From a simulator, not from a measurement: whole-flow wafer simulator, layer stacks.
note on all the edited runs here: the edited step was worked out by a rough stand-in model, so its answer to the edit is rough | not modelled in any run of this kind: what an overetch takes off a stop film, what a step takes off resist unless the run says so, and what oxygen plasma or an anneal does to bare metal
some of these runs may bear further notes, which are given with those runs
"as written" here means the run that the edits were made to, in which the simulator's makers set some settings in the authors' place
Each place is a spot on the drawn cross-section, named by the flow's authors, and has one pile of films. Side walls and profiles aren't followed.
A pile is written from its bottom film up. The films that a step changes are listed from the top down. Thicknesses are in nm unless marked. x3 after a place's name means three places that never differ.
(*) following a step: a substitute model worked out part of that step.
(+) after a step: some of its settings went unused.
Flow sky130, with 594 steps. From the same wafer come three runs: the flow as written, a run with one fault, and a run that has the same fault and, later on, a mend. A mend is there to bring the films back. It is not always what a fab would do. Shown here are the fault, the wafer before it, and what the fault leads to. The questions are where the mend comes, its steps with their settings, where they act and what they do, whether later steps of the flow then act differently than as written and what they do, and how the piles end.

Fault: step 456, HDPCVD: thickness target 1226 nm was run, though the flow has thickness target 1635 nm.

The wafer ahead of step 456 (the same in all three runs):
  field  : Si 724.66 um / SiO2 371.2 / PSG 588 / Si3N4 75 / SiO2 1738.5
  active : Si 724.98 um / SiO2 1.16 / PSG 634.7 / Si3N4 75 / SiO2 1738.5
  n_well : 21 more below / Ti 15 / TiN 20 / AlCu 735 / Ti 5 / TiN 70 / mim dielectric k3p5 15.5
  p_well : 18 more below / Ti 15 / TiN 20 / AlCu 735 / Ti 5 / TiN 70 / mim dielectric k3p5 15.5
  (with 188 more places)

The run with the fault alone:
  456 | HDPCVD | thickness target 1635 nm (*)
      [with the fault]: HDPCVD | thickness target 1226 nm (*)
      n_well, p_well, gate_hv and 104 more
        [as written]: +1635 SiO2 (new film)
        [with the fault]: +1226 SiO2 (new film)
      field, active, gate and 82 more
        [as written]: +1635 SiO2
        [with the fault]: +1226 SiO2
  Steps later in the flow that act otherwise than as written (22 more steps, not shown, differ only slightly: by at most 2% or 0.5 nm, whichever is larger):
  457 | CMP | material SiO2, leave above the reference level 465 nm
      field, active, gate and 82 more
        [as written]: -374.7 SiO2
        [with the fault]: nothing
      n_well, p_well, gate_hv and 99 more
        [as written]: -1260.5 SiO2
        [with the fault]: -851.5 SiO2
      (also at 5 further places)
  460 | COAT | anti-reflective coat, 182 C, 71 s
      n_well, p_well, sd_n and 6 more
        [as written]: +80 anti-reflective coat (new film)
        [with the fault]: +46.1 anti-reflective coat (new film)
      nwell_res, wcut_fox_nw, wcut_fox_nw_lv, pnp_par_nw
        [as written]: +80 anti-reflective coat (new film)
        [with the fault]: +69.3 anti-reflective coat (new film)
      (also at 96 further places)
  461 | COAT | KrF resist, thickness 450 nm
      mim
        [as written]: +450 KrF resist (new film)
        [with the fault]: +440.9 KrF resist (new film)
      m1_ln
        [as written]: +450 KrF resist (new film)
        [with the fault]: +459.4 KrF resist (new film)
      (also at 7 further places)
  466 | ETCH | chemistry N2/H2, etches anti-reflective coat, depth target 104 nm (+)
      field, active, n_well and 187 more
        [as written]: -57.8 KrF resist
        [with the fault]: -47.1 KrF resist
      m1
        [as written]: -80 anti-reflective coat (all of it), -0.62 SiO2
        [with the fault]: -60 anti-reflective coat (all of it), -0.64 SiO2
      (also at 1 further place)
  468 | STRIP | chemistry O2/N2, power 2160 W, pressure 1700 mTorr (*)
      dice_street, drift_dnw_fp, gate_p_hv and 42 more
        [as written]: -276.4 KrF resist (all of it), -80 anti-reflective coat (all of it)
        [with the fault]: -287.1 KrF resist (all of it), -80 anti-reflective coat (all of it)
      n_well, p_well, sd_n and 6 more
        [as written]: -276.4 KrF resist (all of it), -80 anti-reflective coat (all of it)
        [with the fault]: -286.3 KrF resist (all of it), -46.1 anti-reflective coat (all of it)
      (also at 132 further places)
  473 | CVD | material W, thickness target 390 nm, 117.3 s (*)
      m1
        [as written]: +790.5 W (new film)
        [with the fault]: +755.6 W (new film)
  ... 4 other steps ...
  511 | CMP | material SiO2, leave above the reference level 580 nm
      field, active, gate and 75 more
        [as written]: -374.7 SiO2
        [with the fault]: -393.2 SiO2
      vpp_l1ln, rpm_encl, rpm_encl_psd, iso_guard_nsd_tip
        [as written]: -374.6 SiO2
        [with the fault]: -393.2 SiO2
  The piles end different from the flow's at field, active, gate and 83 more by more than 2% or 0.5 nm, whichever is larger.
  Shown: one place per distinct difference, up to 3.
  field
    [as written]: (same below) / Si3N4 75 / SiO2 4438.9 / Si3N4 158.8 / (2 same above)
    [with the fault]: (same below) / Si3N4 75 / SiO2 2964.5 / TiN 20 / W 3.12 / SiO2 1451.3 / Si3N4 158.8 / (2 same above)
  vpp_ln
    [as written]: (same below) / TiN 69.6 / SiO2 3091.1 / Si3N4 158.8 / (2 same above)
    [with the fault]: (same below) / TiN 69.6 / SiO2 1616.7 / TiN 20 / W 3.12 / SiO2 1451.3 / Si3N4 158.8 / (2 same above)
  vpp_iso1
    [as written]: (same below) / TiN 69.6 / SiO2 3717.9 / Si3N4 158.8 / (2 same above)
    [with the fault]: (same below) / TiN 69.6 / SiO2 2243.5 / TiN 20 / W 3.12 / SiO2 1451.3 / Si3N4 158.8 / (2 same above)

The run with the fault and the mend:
  After step 456 comes the mend.
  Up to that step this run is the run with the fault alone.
  456a | HDPCVD | thickness target 409 nm (*) (the flow's step 456 again, with other settings)
      field, active, n_well and 189 more
        +409 SiO2
  Every later step of the flow that is run acts as written at every place that is followed.
  By the end, the piles equal the flow's at every place that both follow.
